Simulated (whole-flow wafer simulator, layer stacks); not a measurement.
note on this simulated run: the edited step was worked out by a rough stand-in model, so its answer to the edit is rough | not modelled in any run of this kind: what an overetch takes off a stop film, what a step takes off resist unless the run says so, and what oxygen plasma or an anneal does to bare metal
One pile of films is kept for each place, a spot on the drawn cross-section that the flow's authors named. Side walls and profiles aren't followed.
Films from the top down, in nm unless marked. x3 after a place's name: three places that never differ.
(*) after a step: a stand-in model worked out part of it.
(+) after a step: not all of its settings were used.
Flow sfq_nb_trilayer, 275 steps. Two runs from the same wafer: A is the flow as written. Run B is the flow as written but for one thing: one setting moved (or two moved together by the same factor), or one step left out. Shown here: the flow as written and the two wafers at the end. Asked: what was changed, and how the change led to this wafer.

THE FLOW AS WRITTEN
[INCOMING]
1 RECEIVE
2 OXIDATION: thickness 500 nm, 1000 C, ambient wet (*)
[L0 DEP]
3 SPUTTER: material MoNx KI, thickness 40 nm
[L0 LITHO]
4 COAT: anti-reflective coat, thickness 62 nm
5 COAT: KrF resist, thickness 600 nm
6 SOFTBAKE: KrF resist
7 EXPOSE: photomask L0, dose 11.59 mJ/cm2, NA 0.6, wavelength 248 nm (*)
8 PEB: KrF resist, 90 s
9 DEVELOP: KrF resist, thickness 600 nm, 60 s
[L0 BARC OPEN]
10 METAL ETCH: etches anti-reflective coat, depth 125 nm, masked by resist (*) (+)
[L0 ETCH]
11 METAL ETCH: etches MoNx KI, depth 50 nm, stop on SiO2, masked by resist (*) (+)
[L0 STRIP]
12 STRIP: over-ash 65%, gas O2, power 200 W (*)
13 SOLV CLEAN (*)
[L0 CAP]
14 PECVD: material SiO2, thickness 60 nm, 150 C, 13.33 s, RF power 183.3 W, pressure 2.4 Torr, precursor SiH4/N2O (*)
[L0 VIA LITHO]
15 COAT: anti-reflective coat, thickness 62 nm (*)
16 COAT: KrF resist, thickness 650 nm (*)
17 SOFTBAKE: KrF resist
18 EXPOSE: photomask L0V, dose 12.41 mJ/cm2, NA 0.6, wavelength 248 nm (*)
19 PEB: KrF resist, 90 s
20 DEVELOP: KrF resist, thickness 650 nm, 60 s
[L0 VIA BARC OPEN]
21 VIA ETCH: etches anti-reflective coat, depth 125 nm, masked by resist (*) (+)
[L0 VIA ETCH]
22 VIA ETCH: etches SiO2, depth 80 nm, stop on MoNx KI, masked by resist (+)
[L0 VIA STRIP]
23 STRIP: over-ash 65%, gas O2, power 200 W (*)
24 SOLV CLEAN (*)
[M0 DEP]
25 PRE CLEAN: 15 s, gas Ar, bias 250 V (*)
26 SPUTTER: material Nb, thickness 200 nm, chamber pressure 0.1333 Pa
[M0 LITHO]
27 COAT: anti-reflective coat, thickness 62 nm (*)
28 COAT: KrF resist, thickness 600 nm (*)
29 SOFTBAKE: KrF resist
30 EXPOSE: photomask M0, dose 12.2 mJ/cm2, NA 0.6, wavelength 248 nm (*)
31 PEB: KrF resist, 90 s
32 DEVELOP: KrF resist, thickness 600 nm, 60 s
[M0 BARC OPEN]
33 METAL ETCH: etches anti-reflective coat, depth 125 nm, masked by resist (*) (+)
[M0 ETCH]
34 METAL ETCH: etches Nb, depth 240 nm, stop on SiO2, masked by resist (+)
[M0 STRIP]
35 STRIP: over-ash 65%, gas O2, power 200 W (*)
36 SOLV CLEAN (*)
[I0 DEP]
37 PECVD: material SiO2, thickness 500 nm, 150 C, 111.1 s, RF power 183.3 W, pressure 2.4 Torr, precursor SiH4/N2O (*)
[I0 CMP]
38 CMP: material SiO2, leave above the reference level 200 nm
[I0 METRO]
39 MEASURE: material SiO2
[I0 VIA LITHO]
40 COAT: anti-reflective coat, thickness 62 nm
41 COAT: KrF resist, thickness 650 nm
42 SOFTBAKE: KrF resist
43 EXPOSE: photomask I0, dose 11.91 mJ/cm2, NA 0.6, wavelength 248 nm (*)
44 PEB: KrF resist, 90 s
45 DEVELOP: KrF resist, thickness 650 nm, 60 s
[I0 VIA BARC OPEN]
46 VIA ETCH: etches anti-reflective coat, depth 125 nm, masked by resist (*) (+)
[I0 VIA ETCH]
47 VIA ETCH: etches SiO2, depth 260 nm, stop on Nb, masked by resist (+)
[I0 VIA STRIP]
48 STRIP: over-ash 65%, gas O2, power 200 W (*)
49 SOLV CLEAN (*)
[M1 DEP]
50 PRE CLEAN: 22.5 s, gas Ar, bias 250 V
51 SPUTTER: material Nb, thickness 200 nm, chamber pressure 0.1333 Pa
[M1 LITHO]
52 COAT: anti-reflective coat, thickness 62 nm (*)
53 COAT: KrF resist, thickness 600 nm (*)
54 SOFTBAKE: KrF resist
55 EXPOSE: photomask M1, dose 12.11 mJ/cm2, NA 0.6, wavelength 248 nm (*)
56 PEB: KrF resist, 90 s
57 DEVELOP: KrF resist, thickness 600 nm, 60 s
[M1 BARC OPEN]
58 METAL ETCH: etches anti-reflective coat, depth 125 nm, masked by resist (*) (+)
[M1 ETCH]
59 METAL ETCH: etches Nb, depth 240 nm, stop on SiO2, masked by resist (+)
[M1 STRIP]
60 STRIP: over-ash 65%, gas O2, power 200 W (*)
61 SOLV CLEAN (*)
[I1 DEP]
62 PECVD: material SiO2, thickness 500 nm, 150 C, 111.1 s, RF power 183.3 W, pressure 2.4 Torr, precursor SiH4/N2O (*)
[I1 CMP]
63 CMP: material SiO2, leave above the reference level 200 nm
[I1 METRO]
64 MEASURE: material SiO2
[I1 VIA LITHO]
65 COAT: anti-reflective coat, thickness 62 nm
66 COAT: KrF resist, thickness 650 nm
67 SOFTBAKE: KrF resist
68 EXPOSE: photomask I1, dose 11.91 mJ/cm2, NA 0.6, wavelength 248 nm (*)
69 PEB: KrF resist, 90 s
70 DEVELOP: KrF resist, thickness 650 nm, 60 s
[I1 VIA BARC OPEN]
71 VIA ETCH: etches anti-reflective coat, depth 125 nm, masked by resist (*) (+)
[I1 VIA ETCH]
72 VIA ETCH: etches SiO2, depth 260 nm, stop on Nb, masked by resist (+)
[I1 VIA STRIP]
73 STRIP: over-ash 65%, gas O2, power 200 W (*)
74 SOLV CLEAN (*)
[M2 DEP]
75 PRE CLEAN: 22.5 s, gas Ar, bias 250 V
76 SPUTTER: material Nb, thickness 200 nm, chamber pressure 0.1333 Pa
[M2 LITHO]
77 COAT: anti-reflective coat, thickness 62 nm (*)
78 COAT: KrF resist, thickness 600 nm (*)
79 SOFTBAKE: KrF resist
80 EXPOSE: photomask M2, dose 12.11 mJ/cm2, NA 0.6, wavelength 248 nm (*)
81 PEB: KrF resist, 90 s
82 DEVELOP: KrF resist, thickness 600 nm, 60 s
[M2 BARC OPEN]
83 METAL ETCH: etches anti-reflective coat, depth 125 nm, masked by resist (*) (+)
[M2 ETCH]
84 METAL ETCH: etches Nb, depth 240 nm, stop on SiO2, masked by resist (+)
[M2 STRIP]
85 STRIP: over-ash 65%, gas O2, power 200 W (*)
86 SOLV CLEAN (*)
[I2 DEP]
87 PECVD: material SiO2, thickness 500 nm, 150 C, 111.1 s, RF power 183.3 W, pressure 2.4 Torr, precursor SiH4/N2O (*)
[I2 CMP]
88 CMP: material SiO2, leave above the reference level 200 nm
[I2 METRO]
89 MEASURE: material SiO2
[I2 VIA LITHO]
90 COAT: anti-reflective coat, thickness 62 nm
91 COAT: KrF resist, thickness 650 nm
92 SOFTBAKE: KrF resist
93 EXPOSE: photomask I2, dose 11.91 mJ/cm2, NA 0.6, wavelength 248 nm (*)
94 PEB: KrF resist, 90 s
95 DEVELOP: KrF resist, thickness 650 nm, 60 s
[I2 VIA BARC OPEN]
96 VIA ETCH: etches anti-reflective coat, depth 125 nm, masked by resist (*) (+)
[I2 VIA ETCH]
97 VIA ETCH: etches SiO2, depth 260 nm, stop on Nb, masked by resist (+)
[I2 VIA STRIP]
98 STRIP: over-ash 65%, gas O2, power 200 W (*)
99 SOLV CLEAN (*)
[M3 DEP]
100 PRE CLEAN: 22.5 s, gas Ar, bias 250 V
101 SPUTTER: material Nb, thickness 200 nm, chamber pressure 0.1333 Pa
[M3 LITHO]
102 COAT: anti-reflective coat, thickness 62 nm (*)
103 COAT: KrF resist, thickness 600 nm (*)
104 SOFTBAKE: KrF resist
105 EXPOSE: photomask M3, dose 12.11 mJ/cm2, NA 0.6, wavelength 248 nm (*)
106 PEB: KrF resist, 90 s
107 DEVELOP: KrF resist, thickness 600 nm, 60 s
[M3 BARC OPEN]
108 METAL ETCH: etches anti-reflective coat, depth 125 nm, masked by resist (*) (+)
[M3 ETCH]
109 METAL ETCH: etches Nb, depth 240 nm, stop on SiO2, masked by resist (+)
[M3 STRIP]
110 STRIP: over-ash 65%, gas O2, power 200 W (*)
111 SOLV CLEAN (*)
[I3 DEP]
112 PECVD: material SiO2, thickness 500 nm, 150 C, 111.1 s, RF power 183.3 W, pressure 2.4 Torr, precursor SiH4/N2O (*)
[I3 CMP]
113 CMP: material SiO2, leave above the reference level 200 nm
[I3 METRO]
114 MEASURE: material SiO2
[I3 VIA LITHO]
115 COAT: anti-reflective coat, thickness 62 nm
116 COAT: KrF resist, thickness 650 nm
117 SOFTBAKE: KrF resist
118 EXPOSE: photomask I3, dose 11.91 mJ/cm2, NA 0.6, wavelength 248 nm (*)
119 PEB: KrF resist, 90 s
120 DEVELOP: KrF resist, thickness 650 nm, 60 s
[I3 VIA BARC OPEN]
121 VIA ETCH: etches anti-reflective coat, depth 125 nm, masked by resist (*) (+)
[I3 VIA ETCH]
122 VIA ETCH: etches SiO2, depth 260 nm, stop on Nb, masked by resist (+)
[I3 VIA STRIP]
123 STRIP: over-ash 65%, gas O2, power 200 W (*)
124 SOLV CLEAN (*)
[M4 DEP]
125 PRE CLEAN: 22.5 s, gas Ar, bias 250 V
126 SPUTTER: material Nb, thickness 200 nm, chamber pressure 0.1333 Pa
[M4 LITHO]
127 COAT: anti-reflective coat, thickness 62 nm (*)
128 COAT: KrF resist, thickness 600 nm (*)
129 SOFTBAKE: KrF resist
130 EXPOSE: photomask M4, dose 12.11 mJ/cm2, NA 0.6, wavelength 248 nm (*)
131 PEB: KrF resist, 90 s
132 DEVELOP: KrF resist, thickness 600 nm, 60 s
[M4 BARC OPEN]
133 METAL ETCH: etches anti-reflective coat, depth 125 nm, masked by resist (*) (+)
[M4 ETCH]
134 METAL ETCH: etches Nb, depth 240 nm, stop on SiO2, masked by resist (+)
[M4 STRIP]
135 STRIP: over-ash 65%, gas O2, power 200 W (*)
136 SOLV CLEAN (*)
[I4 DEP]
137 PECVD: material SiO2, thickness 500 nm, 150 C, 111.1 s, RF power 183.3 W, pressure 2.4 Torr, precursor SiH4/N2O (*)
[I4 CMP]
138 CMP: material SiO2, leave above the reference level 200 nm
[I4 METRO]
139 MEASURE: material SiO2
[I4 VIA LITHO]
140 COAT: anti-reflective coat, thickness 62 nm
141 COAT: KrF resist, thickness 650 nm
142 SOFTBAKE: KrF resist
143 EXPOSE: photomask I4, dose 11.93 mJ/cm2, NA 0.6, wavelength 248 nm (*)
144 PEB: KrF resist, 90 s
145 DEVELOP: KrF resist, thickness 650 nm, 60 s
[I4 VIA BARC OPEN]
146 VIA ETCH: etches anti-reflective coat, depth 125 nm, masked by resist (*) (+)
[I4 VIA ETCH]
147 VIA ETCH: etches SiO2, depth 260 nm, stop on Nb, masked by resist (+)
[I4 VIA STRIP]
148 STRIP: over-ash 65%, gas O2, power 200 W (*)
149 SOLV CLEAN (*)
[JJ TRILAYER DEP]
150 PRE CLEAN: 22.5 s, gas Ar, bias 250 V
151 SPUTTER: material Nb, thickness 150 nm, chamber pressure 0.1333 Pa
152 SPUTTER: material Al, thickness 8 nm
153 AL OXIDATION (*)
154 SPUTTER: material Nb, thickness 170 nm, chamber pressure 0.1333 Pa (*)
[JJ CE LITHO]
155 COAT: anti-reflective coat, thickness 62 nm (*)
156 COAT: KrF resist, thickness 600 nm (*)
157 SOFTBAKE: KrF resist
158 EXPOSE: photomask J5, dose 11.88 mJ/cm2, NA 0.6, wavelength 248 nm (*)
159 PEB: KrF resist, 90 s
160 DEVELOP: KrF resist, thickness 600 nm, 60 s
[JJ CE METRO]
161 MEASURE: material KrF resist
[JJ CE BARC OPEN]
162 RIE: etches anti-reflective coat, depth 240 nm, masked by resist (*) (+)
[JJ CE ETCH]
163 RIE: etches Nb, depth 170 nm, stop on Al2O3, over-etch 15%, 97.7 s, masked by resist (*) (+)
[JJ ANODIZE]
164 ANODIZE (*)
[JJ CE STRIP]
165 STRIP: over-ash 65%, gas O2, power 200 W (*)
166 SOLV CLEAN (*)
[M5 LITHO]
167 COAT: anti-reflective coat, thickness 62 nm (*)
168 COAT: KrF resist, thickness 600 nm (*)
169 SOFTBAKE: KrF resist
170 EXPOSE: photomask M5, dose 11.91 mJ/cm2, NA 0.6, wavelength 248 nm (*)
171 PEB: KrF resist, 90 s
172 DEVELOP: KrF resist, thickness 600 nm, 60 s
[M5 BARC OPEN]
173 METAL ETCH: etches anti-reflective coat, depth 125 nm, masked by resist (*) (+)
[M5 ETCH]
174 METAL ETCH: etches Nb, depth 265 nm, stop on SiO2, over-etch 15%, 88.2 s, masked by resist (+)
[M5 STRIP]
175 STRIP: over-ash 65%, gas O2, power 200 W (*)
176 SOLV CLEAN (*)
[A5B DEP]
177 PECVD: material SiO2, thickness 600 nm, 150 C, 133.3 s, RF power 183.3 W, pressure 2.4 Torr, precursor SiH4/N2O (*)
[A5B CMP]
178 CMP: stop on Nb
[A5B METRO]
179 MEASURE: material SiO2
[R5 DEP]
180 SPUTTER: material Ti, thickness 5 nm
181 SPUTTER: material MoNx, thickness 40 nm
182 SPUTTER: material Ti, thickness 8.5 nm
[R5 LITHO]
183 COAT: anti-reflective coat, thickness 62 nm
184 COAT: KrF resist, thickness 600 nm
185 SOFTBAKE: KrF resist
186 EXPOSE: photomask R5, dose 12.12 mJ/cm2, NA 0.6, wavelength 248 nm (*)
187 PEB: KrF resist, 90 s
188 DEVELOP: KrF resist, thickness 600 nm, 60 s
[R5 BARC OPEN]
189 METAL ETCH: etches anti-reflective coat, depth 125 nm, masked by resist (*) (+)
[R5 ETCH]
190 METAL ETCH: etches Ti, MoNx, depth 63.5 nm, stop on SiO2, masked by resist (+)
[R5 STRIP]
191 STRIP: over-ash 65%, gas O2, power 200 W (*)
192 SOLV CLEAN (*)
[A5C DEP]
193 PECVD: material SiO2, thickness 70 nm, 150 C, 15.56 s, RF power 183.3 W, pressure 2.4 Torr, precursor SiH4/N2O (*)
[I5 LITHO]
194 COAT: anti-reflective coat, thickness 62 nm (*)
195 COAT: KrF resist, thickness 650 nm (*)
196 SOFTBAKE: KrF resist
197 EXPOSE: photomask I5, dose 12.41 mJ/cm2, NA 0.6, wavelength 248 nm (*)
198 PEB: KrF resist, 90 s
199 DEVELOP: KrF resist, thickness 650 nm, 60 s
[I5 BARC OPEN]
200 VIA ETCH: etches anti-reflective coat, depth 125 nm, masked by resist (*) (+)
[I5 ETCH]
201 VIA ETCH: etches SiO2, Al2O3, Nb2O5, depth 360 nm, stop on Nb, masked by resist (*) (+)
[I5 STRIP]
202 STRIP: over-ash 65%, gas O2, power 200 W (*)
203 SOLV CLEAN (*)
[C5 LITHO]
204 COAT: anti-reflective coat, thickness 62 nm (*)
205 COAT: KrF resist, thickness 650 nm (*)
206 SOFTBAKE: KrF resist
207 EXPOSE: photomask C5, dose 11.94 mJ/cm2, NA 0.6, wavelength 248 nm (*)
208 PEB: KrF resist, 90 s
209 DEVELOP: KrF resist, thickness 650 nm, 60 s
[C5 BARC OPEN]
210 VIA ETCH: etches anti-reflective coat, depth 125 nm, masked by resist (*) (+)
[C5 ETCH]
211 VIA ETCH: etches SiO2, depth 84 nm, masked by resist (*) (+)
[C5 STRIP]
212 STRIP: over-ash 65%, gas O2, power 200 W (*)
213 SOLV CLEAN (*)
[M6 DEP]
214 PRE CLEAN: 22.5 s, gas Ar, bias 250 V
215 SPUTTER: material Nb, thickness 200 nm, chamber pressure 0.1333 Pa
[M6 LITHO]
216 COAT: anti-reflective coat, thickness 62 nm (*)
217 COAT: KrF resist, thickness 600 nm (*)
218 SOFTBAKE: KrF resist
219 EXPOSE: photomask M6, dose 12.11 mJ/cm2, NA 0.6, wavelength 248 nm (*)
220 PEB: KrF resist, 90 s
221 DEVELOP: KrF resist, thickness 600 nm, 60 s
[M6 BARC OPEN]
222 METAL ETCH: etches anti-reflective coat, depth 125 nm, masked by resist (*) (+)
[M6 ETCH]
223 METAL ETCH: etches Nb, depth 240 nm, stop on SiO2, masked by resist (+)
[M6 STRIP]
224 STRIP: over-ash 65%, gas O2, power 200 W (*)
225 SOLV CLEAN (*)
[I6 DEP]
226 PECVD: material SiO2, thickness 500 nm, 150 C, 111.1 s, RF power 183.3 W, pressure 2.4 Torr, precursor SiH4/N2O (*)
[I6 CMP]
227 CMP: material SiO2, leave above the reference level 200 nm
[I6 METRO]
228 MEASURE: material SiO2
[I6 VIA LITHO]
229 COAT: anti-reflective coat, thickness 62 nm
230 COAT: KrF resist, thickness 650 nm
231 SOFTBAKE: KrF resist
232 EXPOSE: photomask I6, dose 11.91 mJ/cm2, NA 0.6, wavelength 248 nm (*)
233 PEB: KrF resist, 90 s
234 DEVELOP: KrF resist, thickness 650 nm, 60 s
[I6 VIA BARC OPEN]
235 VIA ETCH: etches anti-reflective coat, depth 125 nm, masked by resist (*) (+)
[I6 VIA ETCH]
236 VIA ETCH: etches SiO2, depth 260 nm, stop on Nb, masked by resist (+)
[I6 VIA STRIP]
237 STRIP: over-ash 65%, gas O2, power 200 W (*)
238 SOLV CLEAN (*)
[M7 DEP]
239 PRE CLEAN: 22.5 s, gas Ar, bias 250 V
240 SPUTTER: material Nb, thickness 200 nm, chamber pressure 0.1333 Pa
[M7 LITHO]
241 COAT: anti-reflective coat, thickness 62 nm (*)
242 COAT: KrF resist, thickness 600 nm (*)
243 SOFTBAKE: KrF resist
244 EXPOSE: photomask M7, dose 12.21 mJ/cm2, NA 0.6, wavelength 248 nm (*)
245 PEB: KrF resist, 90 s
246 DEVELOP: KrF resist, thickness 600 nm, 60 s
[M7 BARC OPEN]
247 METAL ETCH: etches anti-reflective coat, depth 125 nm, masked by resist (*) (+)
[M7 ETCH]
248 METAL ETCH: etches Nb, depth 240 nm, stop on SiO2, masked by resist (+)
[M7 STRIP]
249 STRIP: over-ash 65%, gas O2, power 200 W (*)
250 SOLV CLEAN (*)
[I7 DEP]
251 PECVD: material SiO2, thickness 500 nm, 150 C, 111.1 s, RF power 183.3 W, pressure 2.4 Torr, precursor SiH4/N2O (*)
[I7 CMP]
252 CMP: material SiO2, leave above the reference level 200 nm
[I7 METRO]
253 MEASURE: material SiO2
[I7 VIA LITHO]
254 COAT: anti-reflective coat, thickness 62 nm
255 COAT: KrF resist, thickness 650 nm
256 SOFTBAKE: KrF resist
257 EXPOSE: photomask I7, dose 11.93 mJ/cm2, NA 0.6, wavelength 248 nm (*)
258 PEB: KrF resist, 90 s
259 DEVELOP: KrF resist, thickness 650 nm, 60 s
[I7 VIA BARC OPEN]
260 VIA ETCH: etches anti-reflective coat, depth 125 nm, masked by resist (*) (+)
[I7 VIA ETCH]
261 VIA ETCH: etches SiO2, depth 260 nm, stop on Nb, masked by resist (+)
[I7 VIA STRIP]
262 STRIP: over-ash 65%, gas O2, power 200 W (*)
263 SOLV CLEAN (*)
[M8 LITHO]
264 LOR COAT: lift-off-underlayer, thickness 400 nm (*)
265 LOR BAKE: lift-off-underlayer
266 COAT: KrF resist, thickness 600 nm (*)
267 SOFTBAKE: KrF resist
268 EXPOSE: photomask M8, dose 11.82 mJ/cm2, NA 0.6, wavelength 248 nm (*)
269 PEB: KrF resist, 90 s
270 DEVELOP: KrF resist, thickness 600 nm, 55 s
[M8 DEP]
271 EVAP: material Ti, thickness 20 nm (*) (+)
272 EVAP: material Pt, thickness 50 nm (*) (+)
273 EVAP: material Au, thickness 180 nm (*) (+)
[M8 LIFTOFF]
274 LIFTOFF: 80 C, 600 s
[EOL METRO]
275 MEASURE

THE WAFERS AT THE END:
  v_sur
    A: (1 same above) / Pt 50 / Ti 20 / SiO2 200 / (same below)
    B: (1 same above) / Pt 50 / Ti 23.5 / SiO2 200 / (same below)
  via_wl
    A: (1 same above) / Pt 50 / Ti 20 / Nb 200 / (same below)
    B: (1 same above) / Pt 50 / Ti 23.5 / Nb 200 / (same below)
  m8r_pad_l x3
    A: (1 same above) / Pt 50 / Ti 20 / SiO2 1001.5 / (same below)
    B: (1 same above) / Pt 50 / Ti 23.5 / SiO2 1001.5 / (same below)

The cause: step 271, EVAP: thickness 23.5 nm was run, where the flow has thickness 20 nm.
It can be read off the wafer: v_sur has Ti 23.5, and step 271 as written asks for 20 nm.

How the change led to this, step by step:
  271 EVAP: material Ti, thickness 20 nm (*) (+)
      field_l, v_sur, via_wl and 103 more: A Ti +20 (new film) | B Ti +23.5 (new film)
  274 LIFTOFF: 80 C, 600 s
      p4_fl x3, p4_w1 x9, p4_g1 x2 and 60 more: A Au -180 (all of it), Pt -50 (all of it), Ti -20 (all of it), KrF resist -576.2 (all of it), lift-off-underlayer -400 (all of it) | B Au -180 (all of it), Pt -50 (all of it), Ti -23.5 (all of it), KrF resist -576.2 (all of it), lift-off-underlayer -400 (all of it)
      c5j, ce_r: A Au -180 (all of it), Pt -50 (all of it), Ti -20 (all of it), KrF resist -573.3 (all of it), lift-off-underlayer -399.3 (all of it) | B Au -180 (all of it), Pt -50 (all of it), Ti -23.5 (all of it), KrF resist -573.3 (all of it), lift-off-underlayer -399.3 (all of it)
      (and at 19 more places)
